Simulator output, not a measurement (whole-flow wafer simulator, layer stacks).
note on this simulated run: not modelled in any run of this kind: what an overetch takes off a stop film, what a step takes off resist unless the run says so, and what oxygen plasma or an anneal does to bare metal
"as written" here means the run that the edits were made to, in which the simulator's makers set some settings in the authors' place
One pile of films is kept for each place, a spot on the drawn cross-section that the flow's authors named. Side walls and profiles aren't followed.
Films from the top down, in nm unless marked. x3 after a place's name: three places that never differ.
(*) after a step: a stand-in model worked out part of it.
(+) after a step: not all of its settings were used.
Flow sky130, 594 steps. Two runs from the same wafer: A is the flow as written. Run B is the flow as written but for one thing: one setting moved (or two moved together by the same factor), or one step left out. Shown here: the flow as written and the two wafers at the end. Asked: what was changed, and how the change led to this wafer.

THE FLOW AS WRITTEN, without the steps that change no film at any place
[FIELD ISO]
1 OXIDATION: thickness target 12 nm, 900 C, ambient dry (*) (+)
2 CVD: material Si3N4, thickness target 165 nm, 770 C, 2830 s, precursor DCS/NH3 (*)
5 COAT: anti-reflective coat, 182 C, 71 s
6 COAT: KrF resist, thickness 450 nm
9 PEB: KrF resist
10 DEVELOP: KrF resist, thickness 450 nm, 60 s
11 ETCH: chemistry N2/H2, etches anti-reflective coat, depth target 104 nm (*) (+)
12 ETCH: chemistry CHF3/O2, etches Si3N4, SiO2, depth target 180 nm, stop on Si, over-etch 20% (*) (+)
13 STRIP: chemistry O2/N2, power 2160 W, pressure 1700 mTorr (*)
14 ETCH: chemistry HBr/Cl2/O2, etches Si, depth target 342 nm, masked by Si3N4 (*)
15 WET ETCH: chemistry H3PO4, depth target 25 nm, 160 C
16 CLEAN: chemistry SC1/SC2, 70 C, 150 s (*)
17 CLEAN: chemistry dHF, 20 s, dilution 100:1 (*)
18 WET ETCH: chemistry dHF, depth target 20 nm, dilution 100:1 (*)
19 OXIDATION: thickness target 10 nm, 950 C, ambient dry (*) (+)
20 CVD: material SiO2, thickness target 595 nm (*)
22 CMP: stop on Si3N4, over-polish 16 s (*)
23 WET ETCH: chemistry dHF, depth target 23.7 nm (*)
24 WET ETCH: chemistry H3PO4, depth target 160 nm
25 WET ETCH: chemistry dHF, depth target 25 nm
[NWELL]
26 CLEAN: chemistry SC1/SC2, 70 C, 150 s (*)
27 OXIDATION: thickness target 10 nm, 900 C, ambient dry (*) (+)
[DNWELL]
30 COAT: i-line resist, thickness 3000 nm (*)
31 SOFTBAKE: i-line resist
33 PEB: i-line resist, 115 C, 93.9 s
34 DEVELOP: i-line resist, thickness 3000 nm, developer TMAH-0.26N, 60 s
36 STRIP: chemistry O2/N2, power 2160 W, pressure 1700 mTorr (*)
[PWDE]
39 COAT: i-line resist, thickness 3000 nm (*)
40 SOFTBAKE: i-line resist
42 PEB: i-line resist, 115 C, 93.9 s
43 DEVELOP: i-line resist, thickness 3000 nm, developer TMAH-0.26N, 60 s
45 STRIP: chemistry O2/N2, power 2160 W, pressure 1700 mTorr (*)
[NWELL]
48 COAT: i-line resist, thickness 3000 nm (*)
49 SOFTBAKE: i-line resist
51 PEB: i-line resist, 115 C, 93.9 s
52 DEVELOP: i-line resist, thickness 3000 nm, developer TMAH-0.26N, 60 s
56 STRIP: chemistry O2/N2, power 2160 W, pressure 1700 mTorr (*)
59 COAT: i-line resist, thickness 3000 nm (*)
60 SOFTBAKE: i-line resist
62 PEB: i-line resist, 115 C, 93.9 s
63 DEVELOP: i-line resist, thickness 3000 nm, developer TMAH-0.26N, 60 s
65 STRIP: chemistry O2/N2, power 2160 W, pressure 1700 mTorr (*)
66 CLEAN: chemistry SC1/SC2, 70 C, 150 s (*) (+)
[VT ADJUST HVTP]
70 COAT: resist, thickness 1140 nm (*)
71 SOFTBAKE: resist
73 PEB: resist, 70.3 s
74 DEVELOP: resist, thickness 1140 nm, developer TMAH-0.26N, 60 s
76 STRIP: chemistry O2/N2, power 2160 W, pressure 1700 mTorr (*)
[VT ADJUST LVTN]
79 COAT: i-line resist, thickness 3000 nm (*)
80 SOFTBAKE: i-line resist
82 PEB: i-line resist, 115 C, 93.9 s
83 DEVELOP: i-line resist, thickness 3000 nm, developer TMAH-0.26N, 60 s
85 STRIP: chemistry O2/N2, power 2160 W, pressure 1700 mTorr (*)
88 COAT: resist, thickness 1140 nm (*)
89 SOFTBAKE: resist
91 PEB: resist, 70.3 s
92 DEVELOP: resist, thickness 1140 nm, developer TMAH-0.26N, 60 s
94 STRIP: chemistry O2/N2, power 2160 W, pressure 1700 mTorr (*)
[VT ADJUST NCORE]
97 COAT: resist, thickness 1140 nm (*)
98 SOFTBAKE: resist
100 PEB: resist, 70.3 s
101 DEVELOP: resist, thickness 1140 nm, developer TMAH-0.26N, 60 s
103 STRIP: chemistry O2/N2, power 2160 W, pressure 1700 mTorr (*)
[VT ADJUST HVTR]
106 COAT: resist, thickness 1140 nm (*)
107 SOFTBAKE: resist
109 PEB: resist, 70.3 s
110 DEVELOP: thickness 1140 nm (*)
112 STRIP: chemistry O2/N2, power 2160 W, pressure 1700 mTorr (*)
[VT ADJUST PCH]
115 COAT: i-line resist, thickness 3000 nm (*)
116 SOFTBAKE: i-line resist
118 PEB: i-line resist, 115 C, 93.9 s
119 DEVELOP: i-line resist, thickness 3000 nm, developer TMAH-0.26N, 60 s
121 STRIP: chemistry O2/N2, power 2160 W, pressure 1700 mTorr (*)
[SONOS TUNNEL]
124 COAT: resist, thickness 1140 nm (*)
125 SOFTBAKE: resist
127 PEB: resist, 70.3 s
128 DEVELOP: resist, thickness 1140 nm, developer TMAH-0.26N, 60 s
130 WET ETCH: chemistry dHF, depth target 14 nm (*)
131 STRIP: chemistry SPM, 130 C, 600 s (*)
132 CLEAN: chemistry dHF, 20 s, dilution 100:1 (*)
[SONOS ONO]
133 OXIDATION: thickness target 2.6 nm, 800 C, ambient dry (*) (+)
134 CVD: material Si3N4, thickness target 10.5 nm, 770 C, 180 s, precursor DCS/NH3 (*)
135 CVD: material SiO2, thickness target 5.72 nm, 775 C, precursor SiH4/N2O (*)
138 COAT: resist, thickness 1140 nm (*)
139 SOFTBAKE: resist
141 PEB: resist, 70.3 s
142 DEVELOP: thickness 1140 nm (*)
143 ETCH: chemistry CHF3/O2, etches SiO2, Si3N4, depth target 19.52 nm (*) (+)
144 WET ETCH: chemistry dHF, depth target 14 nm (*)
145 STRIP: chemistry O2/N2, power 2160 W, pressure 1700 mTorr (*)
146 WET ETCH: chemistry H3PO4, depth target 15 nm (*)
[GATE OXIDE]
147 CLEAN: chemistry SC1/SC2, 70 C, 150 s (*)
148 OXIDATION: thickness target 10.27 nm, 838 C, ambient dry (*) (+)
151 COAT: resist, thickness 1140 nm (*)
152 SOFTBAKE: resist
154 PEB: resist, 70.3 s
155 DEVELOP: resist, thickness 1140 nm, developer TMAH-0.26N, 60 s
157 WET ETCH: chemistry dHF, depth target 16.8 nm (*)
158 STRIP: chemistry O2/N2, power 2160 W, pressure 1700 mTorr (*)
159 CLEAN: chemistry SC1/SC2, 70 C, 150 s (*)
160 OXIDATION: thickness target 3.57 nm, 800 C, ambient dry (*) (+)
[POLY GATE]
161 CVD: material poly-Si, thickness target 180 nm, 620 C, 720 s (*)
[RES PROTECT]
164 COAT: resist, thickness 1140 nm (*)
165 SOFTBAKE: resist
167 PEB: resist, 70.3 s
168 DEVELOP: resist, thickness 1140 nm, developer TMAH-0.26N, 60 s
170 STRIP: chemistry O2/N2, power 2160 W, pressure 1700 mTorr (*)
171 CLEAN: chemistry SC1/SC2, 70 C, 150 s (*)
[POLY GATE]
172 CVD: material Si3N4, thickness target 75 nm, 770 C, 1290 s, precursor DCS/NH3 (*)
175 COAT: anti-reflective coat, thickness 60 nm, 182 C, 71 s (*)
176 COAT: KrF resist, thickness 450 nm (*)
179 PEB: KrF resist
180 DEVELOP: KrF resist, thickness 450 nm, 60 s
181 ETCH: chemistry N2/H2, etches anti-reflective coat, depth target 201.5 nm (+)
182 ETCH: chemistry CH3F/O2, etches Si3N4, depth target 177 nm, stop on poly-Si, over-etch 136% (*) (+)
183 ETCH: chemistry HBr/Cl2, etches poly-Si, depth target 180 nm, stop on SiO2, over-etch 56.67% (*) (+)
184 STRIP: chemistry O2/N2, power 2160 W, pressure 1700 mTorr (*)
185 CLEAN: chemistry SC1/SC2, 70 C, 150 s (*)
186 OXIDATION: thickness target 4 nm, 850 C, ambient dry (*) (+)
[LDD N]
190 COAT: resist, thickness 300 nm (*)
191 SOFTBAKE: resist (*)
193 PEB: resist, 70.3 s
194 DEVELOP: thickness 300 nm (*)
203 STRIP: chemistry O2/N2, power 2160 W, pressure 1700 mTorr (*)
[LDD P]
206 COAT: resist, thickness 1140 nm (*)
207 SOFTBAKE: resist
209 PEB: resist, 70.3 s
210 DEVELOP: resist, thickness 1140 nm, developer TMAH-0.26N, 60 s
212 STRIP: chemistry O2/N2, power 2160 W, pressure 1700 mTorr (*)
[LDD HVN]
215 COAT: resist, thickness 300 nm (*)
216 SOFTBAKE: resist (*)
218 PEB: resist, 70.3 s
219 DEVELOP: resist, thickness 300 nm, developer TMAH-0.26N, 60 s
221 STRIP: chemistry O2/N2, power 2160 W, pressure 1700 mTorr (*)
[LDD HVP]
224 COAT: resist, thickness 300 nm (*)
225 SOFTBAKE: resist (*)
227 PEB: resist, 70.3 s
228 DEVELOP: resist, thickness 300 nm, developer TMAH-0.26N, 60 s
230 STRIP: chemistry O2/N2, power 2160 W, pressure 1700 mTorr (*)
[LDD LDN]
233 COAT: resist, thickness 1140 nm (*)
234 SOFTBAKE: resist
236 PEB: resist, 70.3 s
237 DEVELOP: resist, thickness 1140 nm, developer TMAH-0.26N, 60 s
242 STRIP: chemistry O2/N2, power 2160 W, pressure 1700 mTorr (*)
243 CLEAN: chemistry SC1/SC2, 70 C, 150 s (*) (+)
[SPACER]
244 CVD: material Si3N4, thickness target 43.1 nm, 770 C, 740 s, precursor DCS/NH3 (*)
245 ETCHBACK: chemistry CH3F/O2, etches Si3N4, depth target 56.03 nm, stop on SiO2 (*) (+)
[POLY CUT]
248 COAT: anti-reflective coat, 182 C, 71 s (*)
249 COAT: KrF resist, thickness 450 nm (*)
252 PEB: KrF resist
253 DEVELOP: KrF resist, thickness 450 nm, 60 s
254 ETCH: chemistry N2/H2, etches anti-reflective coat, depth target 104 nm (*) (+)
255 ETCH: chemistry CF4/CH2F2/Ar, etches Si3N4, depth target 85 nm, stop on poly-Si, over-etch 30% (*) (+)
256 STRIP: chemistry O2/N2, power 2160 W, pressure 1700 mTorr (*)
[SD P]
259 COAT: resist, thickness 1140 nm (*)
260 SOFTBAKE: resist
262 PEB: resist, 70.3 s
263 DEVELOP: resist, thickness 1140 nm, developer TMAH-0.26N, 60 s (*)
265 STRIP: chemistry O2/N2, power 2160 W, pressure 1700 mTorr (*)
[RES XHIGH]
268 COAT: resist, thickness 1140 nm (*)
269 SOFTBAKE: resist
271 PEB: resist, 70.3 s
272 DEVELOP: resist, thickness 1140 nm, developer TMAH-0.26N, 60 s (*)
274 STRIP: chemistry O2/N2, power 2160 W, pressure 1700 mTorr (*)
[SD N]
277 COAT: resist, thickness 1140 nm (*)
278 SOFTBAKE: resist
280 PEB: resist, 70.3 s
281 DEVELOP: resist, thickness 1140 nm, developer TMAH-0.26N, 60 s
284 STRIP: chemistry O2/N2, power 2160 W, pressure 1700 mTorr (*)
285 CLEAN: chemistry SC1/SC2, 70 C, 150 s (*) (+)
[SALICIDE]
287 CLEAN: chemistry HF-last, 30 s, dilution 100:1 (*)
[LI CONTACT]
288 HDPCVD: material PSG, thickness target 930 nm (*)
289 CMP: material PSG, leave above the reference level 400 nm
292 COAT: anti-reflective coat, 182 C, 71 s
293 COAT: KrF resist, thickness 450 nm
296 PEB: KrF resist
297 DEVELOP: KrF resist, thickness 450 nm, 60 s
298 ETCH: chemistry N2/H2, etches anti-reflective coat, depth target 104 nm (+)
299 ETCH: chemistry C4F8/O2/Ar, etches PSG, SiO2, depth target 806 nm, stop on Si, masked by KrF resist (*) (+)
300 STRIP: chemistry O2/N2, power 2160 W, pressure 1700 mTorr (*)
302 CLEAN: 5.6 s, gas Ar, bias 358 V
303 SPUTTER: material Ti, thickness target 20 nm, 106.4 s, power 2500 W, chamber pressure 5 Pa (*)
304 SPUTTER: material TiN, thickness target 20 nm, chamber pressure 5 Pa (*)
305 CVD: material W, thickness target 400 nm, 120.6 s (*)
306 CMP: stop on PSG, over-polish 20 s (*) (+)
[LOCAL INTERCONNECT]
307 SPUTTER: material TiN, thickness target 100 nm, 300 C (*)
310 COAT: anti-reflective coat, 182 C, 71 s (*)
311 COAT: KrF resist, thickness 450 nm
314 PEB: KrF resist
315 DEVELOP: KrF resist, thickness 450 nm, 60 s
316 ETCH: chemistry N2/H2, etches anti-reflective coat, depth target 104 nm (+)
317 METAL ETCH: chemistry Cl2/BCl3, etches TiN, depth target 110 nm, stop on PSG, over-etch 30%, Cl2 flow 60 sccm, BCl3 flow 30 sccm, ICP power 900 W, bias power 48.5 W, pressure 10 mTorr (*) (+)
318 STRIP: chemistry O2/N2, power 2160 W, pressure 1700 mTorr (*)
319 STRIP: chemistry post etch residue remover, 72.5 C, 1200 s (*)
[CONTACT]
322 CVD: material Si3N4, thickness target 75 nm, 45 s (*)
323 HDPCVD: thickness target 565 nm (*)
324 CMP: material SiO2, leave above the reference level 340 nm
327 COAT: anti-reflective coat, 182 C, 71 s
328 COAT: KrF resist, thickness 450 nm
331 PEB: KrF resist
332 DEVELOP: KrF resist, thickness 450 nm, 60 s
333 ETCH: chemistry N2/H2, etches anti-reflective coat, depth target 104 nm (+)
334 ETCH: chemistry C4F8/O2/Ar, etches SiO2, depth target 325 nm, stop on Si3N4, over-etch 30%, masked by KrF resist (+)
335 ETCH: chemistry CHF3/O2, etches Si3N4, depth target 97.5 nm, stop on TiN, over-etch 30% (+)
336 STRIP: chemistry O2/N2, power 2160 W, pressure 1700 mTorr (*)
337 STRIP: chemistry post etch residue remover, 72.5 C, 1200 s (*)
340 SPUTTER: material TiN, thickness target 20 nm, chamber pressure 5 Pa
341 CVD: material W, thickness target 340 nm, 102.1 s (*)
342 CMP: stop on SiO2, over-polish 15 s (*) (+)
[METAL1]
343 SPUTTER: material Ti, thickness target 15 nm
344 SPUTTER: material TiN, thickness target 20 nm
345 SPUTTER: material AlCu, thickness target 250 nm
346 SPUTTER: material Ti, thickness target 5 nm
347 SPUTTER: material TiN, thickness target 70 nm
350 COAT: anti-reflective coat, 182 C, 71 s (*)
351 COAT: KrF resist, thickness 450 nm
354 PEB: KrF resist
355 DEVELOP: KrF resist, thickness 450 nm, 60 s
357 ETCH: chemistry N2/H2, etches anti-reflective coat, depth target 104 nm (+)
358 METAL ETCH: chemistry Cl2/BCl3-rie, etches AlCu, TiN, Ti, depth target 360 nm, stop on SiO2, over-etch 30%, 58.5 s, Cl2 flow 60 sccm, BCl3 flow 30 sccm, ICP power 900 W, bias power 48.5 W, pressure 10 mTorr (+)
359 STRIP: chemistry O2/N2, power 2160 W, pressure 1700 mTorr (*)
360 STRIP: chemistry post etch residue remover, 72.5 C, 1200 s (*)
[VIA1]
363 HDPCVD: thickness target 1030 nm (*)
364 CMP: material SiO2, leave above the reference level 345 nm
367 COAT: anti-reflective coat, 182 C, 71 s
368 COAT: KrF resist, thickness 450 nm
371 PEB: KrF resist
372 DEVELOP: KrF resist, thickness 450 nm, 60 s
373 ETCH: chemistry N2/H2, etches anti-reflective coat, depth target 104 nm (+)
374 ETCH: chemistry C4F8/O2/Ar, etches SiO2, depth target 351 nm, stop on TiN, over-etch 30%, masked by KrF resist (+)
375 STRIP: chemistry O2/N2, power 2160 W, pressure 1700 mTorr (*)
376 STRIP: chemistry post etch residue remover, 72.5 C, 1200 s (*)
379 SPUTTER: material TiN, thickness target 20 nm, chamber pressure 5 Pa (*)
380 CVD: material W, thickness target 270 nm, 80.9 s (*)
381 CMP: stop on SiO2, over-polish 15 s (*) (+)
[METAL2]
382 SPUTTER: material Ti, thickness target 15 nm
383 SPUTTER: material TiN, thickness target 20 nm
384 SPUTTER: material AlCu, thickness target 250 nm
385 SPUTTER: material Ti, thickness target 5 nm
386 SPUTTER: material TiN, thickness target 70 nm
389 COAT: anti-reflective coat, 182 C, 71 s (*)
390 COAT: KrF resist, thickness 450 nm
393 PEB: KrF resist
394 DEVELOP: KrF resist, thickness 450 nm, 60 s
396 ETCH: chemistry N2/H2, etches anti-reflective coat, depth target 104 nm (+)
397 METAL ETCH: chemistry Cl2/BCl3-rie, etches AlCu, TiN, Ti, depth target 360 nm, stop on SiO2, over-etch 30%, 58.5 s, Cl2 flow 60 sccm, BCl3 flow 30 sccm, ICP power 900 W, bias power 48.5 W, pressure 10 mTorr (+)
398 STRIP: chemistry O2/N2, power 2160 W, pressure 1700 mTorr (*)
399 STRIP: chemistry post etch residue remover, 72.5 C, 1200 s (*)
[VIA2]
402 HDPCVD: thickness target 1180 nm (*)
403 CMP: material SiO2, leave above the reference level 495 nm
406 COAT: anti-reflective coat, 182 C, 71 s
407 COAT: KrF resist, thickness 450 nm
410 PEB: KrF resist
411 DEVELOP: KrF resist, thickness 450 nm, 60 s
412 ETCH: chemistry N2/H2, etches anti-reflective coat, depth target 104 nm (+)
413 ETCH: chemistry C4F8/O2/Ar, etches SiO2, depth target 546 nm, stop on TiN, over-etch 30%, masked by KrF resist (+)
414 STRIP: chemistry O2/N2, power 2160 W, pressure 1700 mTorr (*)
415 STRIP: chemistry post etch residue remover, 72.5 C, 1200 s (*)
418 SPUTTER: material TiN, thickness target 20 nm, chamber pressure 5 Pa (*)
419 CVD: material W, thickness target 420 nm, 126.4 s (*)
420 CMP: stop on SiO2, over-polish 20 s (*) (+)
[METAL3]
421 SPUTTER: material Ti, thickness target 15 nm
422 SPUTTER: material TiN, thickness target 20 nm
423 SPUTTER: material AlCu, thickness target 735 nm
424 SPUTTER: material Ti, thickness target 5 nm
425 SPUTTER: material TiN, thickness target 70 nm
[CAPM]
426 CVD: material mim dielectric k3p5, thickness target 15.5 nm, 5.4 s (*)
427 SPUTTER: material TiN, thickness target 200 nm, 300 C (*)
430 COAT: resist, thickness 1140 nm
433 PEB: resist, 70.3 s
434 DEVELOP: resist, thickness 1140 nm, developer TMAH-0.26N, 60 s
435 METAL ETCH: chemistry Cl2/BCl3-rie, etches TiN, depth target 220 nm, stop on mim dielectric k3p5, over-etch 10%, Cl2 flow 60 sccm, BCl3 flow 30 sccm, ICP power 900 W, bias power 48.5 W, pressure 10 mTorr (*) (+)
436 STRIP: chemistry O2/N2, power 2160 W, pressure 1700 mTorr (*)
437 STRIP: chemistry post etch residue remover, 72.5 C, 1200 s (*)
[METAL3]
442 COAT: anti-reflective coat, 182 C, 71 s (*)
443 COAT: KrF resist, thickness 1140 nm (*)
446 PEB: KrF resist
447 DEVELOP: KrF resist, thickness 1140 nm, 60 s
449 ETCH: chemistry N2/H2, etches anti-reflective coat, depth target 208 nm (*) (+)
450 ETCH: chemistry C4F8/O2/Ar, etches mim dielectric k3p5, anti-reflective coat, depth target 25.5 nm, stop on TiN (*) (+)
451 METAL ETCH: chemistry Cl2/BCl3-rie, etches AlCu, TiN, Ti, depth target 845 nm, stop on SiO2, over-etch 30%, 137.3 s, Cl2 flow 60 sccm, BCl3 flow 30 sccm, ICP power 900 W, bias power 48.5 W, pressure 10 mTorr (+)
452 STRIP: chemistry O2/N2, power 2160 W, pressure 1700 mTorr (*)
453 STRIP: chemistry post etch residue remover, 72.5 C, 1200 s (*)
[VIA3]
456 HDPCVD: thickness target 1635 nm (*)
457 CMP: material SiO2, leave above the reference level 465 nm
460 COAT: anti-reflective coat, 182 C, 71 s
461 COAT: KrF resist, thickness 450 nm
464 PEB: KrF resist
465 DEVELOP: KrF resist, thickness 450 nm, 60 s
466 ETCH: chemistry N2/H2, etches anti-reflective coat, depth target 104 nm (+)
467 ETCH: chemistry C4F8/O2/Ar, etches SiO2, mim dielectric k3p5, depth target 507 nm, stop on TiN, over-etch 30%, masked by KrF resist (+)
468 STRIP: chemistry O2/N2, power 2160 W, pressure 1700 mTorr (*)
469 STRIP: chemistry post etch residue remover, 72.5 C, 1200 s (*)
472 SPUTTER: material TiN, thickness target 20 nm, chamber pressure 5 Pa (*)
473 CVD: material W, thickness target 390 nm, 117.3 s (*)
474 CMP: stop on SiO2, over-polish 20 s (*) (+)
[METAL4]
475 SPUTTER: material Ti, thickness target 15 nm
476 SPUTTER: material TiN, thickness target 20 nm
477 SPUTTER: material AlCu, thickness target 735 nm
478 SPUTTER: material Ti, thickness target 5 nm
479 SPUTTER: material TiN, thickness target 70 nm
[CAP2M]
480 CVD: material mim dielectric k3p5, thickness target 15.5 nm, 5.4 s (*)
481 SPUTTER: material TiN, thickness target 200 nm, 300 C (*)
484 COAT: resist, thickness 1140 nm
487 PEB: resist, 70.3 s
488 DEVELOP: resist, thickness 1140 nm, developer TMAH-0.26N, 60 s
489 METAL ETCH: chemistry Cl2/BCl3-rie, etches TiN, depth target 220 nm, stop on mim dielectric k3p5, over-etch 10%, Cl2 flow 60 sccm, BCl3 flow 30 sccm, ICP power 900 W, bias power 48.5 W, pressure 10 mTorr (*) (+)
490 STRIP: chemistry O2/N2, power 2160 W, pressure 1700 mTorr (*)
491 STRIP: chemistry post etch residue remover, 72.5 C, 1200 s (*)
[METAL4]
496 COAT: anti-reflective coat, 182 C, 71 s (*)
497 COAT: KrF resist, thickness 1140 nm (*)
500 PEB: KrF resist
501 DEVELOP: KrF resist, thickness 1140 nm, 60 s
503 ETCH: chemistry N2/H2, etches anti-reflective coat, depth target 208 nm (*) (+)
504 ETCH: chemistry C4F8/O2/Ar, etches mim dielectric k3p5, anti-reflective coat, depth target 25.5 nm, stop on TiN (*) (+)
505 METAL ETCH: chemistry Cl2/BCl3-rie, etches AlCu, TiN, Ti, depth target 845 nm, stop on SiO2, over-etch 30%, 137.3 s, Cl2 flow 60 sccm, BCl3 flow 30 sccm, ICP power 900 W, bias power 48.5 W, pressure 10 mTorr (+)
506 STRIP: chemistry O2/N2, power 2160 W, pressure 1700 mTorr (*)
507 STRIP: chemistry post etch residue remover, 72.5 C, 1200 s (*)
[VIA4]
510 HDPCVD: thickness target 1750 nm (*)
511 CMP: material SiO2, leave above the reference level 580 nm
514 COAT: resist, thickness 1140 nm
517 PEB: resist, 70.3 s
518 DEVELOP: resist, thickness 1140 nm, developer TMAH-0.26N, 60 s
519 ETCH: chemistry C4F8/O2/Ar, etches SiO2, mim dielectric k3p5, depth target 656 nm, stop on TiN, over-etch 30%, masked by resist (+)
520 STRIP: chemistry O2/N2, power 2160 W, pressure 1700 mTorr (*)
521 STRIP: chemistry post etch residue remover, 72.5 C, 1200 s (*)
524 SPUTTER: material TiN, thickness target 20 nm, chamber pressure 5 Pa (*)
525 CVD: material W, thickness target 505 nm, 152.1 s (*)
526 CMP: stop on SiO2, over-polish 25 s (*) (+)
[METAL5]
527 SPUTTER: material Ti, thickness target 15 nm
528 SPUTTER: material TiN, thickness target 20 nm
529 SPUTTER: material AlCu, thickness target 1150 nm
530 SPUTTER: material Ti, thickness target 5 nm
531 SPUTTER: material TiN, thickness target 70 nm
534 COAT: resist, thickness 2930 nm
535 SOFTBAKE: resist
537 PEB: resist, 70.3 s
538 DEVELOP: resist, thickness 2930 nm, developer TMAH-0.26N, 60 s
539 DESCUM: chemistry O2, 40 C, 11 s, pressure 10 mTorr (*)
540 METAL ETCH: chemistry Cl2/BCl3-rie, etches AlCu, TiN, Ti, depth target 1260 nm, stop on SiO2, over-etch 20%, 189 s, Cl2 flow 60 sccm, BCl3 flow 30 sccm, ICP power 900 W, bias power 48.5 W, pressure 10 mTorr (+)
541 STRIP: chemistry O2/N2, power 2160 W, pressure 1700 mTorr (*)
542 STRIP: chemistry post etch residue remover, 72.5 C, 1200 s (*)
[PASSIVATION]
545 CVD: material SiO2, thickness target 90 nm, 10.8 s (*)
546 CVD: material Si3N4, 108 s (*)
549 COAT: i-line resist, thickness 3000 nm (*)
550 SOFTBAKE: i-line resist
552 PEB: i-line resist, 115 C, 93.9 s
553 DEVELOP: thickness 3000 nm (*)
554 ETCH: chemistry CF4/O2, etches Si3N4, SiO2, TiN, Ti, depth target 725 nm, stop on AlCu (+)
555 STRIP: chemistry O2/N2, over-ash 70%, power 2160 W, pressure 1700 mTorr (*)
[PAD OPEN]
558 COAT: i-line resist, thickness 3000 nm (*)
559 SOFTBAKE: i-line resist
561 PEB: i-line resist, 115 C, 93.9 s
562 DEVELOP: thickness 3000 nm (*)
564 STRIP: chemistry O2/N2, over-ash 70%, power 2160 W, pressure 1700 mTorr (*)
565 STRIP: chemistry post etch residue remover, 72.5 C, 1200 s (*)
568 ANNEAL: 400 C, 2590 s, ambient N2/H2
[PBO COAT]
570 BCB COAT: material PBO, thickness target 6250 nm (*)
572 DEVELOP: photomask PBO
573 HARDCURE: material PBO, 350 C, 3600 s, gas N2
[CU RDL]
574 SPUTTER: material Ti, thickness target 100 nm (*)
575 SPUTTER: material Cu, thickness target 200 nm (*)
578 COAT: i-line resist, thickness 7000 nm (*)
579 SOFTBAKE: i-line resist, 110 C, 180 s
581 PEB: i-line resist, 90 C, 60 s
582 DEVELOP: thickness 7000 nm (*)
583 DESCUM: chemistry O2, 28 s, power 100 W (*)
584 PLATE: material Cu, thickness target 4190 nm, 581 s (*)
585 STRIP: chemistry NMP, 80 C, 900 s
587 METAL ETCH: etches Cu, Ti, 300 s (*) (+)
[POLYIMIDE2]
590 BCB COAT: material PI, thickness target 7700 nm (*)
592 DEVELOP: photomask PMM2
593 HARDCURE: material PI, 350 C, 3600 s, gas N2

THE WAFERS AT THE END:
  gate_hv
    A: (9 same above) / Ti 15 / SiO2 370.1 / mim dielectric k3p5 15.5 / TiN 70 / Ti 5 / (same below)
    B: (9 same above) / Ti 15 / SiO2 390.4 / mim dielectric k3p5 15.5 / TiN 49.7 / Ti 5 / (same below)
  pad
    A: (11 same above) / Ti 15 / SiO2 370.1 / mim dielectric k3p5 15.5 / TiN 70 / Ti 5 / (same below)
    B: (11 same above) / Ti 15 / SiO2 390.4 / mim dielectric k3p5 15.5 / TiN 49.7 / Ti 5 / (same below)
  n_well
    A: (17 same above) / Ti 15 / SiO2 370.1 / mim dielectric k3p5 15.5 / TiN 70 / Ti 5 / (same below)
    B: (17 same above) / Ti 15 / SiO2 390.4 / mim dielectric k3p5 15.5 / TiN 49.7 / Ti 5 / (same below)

The cause: step 425, SPUTTER: thickness target 49.7 nm was run, where the flow has thickness target 70 nm.
It can be read off the wafer: gate_hv has TiN 49.7, and step 425 as written asks for 70 nm.

How the change led to this, step by step:
  425 SPUTTER: material TiN, thickness target 70 nm
      field, active, n_well and 188 more: A TiN +70 (new film) | B TiN +49.7 (new film)
  451 METAL ETCH: chemistry Cl2/BCl3-rie, etches AlCu, TiN, Ti, depth target 845 nm, stop on SiO2, over-etch 30%, 137.3 s, Cl2 flow 60 sccm, BCl3 flow 30 sccm, ICP power 900 W, bias power 48.5 W, pressure 10 mTorr (+)
      field, gate, spacer and 68 more: A TiN -70 (all of it), Ti -5 (all of it), AlCu -735 (all of it), TiN -20 (all of it), Ti -15 (all of it), SiO2 -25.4 | B TiN -49.7 (all of it), Ti -5 (all of it), AlCu -735 (all of it), TiN -20 (all of it), Ti -15 (all of it), SiO2 -27.4
      active, vpp_ln, vpp_iso2 and 11 more: A TiN -70 (all of it), Ti -5 (all of it), AlCu -735 (all of it), TiN -20 (all of it), Ti -15 (all of it), SiO2 -25.3 | B TiN -49.7 (all of it), Ti -5 (all of it), AlCu -735 (all of it), TiN -20 (all of it), Ti -15 (all of it), SiO2 -27.4
  467 ETCH: chemistry C4F8/O2/Ar, etches SiO2, mim dielectric k3p5, depth target 507 nm, stop on TiN, over-etch 30%, masked by KrF resist (+)
      m1: A SiO2 -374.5 (all of it), mim dielectric k3p5 -15.5 (all of it) | B SiO2 -394.8 (all of it), mim dielectric k3p5 -15.5 (all of it)
      via3_hole: A SiO2 -373.9 (all of it), mim dielectric k3p5 -15.5 (all of it) | B SiO2 -394.2 (all of it), mim dielectric k3p5 -15.5 (all of it)
  473 CVD: material W, thickness target 390 nm, 117.3 s (*)
      m1: A W +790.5 (new film) | B W +811 (new film)
      via3_hole: A W +789.9 (new film) | B W +810.4 (new film)
